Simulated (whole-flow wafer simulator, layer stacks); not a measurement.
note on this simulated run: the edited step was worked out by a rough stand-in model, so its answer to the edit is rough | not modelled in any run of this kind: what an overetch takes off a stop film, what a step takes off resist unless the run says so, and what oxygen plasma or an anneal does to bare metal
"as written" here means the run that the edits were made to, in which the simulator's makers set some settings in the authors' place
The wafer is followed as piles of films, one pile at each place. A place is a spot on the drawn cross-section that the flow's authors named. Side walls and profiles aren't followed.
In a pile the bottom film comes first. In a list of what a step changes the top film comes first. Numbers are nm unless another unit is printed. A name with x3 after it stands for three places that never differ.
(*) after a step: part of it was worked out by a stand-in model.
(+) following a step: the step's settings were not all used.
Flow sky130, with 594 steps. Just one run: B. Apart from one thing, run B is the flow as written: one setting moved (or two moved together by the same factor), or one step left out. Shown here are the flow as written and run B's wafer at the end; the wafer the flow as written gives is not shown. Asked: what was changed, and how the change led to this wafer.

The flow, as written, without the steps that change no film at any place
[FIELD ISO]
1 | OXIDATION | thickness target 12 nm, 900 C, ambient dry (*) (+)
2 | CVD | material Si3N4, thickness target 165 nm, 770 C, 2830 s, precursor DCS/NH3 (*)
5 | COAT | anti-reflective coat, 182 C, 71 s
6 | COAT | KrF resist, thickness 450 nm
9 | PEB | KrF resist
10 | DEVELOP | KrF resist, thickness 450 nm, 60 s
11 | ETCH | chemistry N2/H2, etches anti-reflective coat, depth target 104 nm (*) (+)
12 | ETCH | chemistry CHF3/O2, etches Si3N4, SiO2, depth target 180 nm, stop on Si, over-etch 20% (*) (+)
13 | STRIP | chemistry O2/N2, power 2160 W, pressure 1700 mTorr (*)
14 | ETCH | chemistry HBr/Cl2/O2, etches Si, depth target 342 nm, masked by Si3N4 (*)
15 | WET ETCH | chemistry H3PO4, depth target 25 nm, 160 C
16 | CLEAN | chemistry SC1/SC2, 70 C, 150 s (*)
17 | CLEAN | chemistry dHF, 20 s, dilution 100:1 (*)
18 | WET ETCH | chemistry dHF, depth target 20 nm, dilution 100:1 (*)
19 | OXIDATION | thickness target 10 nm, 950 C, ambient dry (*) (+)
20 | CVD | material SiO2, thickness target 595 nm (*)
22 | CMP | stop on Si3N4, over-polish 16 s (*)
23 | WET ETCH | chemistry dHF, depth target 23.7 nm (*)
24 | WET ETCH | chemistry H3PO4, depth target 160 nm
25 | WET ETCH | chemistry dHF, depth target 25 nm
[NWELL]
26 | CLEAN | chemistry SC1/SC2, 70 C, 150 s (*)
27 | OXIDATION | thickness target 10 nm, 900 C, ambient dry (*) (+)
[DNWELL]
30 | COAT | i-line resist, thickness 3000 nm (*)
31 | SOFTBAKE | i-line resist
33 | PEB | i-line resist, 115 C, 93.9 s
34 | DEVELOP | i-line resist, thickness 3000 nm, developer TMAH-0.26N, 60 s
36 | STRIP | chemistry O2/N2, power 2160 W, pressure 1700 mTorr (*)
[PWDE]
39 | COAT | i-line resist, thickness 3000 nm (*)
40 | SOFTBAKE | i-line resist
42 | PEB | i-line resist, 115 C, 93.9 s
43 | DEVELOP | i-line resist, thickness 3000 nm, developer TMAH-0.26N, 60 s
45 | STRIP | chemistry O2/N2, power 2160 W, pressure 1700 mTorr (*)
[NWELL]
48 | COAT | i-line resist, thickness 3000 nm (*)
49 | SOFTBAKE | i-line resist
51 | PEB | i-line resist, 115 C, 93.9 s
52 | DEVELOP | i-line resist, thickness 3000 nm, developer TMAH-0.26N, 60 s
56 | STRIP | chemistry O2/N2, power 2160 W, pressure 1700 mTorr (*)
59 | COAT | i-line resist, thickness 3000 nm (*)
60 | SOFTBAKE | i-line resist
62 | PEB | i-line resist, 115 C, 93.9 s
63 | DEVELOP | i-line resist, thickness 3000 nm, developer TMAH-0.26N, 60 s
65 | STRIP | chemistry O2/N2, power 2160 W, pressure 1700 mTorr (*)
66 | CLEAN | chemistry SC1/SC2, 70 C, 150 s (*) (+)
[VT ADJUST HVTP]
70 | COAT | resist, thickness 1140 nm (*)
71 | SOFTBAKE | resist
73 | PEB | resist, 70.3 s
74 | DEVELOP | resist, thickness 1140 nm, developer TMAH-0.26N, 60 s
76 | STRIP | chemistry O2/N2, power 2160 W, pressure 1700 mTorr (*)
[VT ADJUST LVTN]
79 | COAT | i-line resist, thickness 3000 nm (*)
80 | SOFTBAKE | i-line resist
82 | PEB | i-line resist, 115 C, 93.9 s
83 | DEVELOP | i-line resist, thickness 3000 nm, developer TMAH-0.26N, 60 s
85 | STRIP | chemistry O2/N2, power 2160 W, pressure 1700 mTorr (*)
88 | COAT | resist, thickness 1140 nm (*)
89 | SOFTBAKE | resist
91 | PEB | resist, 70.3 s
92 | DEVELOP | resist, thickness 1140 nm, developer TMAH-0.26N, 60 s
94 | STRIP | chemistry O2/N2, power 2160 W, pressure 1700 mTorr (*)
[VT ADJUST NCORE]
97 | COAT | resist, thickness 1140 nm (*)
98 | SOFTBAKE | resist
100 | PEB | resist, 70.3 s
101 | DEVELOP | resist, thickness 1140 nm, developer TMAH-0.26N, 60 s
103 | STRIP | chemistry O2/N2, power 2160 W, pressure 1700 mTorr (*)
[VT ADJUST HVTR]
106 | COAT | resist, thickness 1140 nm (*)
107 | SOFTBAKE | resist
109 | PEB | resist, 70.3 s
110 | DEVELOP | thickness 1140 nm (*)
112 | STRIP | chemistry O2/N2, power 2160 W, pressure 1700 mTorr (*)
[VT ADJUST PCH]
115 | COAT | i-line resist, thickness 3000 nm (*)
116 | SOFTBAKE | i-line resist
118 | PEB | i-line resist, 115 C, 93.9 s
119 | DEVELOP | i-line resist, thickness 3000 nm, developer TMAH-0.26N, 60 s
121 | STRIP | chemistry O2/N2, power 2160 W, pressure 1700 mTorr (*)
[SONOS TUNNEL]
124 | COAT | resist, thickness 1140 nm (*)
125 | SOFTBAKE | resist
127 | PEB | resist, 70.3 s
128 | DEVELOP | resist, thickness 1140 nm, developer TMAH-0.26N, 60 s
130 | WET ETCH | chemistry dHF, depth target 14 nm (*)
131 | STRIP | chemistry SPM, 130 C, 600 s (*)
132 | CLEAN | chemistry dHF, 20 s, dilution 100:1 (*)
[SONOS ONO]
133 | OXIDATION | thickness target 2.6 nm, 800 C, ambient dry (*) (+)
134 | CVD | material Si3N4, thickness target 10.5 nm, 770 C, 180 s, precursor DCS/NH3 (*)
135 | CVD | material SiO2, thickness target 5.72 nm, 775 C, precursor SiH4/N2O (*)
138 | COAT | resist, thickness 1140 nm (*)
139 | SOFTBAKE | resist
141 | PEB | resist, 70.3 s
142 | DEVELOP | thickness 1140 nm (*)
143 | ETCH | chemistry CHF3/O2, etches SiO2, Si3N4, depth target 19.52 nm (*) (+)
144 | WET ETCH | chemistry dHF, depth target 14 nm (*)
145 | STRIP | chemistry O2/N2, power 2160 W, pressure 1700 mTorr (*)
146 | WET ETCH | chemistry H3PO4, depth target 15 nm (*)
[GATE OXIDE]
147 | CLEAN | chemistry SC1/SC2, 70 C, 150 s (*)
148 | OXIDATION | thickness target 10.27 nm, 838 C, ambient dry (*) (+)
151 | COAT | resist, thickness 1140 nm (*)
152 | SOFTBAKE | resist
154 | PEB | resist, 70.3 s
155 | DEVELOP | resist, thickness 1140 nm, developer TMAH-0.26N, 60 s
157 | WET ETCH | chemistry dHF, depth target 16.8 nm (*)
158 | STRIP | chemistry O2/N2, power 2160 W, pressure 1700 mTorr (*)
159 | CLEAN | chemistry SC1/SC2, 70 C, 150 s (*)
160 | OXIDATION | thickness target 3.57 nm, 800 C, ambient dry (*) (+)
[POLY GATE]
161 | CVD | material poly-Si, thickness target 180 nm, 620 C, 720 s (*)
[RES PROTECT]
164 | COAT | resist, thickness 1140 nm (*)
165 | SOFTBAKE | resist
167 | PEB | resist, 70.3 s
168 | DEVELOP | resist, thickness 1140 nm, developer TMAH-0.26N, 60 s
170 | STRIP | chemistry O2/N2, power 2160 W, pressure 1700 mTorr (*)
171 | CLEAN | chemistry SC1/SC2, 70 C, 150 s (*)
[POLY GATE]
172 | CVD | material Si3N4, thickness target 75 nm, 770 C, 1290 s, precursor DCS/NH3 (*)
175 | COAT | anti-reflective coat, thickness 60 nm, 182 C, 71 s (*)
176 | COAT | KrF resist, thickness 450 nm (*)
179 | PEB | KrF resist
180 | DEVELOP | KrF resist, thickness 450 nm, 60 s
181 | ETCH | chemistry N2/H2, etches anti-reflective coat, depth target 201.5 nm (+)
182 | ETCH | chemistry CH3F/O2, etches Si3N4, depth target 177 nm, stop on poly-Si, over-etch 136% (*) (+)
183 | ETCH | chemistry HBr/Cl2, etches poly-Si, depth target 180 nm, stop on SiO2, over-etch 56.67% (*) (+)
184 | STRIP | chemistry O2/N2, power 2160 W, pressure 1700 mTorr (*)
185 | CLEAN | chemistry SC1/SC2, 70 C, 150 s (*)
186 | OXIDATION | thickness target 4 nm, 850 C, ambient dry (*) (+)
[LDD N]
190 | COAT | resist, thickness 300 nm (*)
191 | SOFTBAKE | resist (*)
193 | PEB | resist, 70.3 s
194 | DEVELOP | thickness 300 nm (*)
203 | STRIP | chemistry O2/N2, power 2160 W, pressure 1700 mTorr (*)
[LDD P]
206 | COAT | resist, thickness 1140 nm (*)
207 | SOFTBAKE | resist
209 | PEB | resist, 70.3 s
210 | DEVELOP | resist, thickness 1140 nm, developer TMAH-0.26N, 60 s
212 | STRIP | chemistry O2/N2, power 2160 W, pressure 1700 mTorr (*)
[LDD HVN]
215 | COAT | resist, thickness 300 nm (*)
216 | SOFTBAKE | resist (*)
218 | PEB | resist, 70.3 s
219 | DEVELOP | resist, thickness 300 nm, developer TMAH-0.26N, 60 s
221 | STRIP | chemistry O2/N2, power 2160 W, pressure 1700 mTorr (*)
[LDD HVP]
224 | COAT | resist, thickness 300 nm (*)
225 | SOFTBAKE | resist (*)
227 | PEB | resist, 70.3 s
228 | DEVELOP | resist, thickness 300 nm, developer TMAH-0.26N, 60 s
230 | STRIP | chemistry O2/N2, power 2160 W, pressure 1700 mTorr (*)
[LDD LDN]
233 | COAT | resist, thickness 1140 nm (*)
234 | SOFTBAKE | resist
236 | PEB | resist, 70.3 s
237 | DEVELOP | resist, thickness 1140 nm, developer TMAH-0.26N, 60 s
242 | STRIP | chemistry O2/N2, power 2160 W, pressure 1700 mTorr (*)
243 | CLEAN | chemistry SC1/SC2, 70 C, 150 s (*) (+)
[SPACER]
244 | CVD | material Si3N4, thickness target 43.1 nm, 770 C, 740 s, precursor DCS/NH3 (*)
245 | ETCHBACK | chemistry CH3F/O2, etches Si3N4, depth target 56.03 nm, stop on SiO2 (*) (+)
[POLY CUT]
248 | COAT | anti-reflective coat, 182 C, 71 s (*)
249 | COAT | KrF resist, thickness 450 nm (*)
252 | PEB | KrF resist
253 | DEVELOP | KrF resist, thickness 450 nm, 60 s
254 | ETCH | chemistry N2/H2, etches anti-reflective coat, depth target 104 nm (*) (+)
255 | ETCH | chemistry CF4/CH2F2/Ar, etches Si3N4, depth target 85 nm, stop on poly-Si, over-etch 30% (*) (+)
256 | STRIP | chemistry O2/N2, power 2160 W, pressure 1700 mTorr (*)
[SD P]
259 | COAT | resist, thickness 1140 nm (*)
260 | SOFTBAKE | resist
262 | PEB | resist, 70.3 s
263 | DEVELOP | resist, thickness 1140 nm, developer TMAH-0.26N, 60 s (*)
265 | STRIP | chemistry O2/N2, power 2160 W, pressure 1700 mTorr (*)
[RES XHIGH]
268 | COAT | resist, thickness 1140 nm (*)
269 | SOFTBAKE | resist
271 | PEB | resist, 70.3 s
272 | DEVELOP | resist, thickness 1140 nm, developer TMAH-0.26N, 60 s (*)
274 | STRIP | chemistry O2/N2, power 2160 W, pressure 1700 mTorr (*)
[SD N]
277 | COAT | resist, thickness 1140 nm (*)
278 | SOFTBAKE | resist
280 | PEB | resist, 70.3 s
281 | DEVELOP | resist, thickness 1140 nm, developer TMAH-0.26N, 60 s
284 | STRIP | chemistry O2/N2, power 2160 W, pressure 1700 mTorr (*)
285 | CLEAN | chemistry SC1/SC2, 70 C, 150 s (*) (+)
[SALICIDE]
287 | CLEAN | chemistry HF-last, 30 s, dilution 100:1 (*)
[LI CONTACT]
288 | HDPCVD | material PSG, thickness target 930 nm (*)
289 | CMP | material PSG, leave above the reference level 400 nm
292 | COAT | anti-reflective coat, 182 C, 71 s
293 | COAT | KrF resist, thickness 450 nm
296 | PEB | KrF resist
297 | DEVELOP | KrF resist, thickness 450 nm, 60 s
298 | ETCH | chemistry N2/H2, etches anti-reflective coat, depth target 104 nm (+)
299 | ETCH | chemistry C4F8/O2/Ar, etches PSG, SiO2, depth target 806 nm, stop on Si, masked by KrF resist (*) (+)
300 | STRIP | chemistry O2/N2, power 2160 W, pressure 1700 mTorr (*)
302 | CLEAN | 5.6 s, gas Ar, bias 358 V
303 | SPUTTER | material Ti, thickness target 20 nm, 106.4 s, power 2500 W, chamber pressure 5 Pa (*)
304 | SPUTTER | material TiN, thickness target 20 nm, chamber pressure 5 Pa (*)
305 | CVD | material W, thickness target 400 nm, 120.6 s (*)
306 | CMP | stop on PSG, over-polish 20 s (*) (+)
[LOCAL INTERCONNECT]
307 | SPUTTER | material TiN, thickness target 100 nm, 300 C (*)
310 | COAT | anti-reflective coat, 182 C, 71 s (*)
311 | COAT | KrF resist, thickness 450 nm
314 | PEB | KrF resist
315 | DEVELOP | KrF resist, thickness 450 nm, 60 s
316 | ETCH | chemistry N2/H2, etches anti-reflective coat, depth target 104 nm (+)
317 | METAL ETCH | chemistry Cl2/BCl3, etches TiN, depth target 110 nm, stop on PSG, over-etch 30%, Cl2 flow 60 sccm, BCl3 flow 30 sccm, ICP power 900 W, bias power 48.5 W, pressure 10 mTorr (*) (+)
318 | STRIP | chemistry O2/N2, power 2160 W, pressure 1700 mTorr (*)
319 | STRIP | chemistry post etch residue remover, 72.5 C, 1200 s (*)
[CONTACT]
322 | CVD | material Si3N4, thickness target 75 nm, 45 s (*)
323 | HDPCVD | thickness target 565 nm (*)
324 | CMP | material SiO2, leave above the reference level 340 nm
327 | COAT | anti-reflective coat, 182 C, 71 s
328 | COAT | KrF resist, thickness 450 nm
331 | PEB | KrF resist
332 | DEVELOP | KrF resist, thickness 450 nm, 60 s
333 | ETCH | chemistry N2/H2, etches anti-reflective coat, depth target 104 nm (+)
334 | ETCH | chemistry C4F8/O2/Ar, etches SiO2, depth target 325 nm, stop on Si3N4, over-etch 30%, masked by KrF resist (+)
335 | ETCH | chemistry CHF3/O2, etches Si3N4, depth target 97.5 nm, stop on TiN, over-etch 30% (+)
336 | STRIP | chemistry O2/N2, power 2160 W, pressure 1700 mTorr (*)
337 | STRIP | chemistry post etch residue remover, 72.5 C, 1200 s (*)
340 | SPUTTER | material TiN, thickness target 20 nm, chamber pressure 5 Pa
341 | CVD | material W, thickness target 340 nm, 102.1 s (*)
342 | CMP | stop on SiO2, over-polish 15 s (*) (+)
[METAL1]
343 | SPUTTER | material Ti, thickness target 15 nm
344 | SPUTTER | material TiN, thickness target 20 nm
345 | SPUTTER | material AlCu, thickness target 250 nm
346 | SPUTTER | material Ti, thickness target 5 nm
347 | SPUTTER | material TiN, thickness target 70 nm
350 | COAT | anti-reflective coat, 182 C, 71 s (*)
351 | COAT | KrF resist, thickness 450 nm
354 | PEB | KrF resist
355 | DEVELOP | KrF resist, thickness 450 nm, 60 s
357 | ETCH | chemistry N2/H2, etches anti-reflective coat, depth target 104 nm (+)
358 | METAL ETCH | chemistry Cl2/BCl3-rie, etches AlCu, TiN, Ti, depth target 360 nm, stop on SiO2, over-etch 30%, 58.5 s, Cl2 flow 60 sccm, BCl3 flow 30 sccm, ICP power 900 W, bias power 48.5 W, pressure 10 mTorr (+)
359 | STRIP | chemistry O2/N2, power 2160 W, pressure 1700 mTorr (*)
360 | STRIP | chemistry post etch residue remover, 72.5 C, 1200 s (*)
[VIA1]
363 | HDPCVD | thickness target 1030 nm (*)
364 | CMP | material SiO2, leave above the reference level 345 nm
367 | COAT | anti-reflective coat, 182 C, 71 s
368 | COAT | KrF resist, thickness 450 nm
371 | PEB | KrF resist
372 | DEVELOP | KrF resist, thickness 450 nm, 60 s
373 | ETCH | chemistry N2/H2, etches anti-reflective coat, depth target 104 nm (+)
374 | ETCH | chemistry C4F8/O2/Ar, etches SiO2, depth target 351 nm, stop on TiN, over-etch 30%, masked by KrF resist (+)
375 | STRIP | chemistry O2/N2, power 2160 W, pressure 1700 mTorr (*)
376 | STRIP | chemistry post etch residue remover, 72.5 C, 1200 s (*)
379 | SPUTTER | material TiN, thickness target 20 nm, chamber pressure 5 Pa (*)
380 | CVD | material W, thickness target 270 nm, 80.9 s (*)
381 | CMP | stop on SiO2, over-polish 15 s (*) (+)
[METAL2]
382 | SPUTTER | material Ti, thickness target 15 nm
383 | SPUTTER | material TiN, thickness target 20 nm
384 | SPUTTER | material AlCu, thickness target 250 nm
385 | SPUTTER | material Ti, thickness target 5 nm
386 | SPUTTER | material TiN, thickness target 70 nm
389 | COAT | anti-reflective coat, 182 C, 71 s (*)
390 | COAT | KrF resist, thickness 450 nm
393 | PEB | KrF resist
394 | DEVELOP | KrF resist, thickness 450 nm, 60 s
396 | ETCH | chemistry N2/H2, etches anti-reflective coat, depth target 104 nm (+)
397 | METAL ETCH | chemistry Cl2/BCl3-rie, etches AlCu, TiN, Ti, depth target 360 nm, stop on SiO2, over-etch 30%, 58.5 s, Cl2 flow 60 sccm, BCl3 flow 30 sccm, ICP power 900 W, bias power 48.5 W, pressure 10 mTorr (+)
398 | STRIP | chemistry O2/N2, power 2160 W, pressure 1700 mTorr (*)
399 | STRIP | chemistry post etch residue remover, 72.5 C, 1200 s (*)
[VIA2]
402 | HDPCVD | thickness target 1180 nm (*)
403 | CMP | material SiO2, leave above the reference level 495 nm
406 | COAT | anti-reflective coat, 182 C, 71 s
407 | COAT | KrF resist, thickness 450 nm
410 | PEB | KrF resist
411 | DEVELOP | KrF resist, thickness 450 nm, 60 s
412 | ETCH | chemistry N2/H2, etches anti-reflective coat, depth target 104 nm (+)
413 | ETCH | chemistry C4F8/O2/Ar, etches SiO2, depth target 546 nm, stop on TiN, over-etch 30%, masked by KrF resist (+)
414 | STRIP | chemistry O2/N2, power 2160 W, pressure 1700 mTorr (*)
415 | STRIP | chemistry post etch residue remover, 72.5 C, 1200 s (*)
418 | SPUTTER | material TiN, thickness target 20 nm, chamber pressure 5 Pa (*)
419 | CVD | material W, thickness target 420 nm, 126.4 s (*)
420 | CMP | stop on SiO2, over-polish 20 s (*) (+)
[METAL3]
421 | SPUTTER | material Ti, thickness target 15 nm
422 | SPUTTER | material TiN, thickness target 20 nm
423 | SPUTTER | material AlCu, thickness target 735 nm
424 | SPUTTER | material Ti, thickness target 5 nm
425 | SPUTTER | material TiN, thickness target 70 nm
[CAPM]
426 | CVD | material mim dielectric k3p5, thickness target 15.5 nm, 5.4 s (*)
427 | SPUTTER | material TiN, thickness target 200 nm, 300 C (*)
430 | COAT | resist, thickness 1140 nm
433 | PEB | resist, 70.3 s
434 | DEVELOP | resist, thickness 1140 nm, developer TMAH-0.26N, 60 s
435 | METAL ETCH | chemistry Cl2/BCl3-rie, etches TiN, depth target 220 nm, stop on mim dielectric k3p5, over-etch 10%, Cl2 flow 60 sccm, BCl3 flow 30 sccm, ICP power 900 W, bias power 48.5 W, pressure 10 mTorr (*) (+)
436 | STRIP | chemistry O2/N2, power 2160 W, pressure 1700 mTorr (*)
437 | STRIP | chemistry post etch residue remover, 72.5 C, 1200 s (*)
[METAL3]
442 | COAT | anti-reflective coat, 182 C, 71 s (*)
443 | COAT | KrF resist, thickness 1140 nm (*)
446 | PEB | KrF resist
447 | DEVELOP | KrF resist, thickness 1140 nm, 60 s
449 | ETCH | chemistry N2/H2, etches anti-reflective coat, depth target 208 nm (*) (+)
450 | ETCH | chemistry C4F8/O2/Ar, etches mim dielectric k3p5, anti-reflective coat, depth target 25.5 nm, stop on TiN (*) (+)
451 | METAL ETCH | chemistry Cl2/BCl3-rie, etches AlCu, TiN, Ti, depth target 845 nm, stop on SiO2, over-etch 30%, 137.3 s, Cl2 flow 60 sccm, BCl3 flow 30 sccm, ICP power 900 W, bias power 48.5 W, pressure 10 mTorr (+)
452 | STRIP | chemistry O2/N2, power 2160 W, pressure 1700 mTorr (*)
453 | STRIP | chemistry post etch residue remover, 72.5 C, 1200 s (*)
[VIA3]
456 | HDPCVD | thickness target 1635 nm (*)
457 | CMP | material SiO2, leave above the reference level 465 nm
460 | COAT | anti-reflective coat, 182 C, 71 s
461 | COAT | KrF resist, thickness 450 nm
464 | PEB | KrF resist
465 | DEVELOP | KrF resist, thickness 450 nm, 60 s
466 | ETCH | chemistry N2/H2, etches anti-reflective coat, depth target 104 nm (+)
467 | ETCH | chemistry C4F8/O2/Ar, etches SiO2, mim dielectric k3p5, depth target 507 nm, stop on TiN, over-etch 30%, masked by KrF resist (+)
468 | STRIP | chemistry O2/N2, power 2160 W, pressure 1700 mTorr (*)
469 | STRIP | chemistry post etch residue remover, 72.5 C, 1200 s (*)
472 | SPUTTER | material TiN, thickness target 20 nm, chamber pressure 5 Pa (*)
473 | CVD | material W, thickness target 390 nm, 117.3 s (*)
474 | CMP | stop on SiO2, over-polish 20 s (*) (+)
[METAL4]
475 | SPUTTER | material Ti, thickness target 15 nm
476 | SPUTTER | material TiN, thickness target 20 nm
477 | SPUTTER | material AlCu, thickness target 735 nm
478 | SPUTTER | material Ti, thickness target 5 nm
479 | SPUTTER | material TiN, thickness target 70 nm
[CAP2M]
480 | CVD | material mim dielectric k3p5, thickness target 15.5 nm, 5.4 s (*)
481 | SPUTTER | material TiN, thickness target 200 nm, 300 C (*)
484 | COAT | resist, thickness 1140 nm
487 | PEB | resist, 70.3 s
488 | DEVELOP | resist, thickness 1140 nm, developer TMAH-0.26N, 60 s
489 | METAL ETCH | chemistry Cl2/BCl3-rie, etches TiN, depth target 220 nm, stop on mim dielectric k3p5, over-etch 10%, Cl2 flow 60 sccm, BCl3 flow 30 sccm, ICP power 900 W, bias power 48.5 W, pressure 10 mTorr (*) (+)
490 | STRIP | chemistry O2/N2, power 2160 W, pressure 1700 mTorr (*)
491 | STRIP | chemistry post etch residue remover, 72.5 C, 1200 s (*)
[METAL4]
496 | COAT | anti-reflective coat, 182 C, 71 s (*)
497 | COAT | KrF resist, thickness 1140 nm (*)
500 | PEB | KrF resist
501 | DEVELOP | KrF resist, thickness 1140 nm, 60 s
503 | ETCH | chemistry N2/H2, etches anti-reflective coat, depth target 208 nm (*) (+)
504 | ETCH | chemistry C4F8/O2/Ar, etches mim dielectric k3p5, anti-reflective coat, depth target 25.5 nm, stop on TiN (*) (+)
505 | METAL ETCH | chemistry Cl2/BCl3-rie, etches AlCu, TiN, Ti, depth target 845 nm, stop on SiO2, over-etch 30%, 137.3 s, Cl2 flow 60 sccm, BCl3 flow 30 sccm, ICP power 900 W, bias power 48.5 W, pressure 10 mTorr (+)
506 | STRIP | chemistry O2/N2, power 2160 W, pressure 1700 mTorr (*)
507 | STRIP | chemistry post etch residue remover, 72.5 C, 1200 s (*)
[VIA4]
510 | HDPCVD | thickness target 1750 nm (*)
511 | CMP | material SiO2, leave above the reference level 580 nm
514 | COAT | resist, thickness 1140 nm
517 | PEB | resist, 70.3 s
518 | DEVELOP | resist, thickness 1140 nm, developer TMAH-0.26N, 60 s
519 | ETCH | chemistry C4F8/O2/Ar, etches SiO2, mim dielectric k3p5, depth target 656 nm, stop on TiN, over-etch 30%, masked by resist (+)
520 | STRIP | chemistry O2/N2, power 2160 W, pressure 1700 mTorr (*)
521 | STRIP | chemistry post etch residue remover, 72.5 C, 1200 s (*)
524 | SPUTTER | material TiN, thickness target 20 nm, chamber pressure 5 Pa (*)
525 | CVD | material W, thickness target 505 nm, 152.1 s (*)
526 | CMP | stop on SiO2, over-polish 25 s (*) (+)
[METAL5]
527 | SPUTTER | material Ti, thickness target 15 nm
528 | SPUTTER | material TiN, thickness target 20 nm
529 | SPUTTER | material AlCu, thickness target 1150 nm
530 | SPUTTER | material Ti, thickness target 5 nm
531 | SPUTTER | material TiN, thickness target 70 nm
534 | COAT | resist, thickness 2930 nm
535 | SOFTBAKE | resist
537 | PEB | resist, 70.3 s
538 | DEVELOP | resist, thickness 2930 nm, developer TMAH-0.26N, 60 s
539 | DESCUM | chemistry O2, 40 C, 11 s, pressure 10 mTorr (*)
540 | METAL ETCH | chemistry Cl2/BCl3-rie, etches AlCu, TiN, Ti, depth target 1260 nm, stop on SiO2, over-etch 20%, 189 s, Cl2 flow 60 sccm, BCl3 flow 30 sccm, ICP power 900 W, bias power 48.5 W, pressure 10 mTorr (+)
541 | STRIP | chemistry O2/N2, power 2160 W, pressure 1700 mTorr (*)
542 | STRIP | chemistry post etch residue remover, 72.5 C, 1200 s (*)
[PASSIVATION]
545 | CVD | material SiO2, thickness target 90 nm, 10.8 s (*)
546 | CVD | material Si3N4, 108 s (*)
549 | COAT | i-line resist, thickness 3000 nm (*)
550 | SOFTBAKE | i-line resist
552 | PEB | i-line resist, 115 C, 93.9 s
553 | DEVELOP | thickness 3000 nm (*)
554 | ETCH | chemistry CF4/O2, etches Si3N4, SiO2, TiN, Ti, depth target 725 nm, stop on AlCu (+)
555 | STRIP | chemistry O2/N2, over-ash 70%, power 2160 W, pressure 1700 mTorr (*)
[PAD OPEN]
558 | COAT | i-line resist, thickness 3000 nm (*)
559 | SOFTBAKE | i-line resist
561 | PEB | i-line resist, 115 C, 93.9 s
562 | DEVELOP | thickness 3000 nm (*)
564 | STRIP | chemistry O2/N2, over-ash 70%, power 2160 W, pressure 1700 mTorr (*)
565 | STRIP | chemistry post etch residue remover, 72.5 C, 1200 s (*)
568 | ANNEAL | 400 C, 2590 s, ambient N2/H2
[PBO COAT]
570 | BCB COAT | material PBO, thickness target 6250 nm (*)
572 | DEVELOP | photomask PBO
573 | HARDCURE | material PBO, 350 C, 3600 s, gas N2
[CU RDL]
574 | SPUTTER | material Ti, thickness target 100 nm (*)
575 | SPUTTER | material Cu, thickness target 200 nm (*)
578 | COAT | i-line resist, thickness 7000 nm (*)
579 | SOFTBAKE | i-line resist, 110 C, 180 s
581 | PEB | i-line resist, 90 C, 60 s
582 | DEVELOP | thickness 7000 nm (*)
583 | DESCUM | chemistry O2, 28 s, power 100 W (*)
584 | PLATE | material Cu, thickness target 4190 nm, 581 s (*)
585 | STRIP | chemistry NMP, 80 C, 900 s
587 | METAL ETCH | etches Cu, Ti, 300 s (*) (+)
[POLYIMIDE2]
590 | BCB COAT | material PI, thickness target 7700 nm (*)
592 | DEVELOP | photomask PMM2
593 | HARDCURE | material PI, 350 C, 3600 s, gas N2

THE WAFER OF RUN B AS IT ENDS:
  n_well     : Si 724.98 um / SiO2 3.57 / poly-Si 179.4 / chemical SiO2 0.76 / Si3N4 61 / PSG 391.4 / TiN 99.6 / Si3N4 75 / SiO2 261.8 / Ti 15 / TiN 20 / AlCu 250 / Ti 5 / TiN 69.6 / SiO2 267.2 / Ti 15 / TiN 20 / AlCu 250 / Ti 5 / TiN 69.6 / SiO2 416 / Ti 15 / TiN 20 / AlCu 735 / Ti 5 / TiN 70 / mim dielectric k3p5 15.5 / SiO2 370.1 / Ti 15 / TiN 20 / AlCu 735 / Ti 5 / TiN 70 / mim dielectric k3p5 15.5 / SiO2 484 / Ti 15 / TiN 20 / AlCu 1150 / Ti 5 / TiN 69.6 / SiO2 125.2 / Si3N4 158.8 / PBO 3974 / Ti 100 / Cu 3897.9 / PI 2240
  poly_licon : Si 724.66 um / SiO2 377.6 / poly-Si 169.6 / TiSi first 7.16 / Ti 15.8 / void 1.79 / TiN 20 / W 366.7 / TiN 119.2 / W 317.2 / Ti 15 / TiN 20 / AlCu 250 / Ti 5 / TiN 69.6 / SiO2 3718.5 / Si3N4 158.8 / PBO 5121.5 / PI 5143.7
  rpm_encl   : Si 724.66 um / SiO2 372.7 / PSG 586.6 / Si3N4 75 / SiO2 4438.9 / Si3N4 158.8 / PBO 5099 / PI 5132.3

Cause: step 575, SPUTTER: thickness target 98 nm was run, while the flow as written has thickness target 200 nm.

Step by step, how the change led to this:
  575 | SPUTTER | material Cu, thickness target 200 nm (*)
      field, active, n_well and 190 more: Cu gains 98 (new film) (in the flow as written it would be: Cu gains 200 (new film))
  587 | METAL ETCH | etches Cu, Ti, 300 s (*) (+)
      field, active, gate and 167 more: Cu loses 98 (all of it), Ti loses 100 (all of it) (in the flow as written it would be: Cu loses 200 (all of it), Ti loses 100 (all of it))
  590 | BCB COAT | material PI, thickness target 7700 nm (*)
      n_well, p_well, sd_n, sd_p: PI gains 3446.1 (new film) (in the flow as written it would be: PI gains 3344.1 (new film))
      mim: PI gains 3767.9 (new film) (in the flow as written it would be: PI gains 3670.5 (new film))
      (as well as at 14 more places)
  593 | HARDCURE | material PI, 350 C, 3600 s, gas N2
      n_well, p_well, sd_n, sd_p: PI loses 1206.1 (in the flow as written it would be: PI loses 1170.4)
